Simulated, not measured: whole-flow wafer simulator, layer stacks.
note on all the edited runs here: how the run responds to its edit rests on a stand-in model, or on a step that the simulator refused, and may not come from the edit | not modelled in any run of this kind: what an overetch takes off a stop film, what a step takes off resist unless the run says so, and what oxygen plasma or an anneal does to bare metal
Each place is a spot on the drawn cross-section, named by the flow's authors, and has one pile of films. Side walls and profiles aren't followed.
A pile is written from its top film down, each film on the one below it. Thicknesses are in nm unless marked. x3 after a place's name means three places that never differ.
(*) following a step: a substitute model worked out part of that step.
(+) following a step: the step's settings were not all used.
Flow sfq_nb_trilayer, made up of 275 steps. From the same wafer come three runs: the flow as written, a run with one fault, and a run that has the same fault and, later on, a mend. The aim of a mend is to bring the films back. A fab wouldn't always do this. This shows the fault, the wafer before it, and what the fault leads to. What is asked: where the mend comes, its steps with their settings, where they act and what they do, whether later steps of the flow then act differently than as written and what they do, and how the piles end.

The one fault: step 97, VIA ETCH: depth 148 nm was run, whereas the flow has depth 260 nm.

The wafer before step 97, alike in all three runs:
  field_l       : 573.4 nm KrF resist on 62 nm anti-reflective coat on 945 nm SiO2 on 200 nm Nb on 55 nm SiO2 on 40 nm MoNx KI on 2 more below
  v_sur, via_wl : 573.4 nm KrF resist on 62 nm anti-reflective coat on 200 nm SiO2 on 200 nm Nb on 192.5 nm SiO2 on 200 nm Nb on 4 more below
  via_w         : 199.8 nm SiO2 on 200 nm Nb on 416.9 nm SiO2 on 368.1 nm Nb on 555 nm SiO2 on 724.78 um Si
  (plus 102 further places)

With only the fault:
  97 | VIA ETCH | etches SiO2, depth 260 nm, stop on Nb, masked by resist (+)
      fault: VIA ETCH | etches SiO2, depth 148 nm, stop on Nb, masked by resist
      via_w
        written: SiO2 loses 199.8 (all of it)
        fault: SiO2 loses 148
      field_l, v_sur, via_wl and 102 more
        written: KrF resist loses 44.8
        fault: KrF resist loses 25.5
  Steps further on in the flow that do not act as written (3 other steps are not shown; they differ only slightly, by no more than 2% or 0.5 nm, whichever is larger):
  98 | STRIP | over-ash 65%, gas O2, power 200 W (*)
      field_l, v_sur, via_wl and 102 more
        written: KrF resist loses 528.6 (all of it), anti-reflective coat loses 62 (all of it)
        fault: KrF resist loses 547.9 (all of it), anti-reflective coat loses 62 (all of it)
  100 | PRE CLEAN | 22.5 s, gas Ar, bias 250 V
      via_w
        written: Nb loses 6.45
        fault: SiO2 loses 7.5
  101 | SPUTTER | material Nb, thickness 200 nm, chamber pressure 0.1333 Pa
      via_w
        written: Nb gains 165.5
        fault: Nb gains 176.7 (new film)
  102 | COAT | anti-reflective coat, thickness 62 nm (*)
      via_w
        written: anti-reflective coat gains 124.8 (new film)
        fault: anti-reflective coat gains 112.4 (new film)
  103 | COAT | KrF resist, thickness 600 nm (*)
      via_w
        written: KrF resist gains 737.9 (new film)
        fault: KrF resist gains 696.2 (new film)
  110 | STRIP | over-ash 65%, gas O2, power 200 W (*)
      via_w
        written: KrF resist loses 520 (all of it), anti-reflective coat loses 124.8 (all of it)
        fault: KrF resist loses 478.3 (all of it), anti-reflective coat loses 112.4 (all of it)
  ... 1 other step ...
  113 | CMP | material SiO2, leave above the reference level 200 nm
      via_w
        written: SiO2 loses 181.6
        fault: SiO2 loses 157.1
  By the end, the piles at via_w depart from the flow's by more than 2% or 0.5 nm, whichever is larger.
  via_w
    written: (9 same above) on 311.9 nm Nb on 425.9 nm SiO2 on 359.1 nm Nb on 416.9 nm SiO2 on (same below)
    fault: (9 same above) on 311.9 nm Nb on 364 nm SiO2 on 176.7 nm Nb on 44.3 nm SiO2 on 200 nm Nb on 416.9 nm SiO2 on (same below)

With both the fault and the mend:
  The mend stands after step 98.
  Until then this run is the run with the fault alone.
  98a | COAT | anti-reflective coat, thickness 62 nm (*) (the flow's step 90 again)
      p4_fl x3, p4_w1 x9, p4_g1 x2 and 63 more
        anti-reflective coat gains 62 (new film)
      c5j, ce_r, sp_r and 12 more
        anti-reflective coat gains 61.8 (new film)
      be_sur, gap, jj_sur, ce_l
        anti-reflective coat gains 61.7 (new film)
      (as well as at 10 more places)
  98b | COAT | KrF resist, thickness 650 nm (*) (the flow's step 91 again)
      p4_fl x3, p4_w1 x9, p4_g1 x2 and 63 more
        KrF resist gains 650 (new film)
      moat, field_r, lsp_l, ln_m5, lsp_m, ln_m6, lsp_r, l0_sur
        KrF resist gains 649.6 (new film)
      be_r, r_sur, res, r_end, l0v
        KrF resist gains 649.5 (new film)
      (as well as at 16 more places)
  98c | SOFTBAKE | KrF resist (the flow's step 92 again)
      leaves every film unchanged at each place that is followed
  98d | EXPOSE | photomask I2, dose 11.91 mJ/cm2, NA 0.6, wavelength 248 nm (*) (the flow's step 93 again)
      leaves every film unchanged at each place that is followed
  98e | PEB | KrF resist, 90 s (the flow's step 94 again)
      gap, jj_sur, ce_l and 93 more
        KrF resist loses 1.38
      via_v, wire, be, be_sur
        KrF resist loses 1.37
      field_l, v_sur, via_sp
        KrF resist loses 1.36
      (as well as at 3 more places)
  98f | DEVELOP | KrF resist, thickness 650 nm, 60 s (the flow's step 95 again)
      field_l, v_sur, via_wl and 102 more
        KrF resist loses 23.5
      via_w
        KrF resist loses 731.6 (all of it)
  98g | VIA ETCH | etches anti-reflective coat, depth 125 nm, masked by resist (+) (the flow's step 96 again)
      field_l, v_sur, via_wl and 102 more
        KrF resist loses 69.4
      via_w
        anti-reflective coat loses 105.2 (all of it), SiO2 loses 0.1
  98h | VIA ETCH | etches SiO2, depth 112 nm, stop on Nb, masked by resist (+) (the flow's step 97 again, with other settings)
      field_l, v_sur, via_wl and 102 more
        KrF resist loses 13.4
      via_w
        SiO2 loses 51.7 (all of it)
  98i | STRIP | over-ash 65%, gas O2, power 200 W (*) (the flow's step 98 again)
      p4_fl x3, p4_w1 x9, p4_g1 x2 and 63 more
        KrF resist loses 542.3 (all of it), anti-reflective coat loses 62 (all of it)
      field_r, lsp_l, ln_m5, lsp_m, ln_m6, lsp_r, l0_sur
        KrF resist loses 541.9 (all of it), anti-reflective coat loses 61.8 (all of it)
      r_sur, res, r_end, moat
        KrF resist loses 541.8 (all of it), anti-reflective coat loses 61.8 (all of it)
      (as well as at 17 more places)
  Every later step of the flow that is run acts as written at every place that is followed.
  By the end, the piles equal the flow's at every place that both follow.
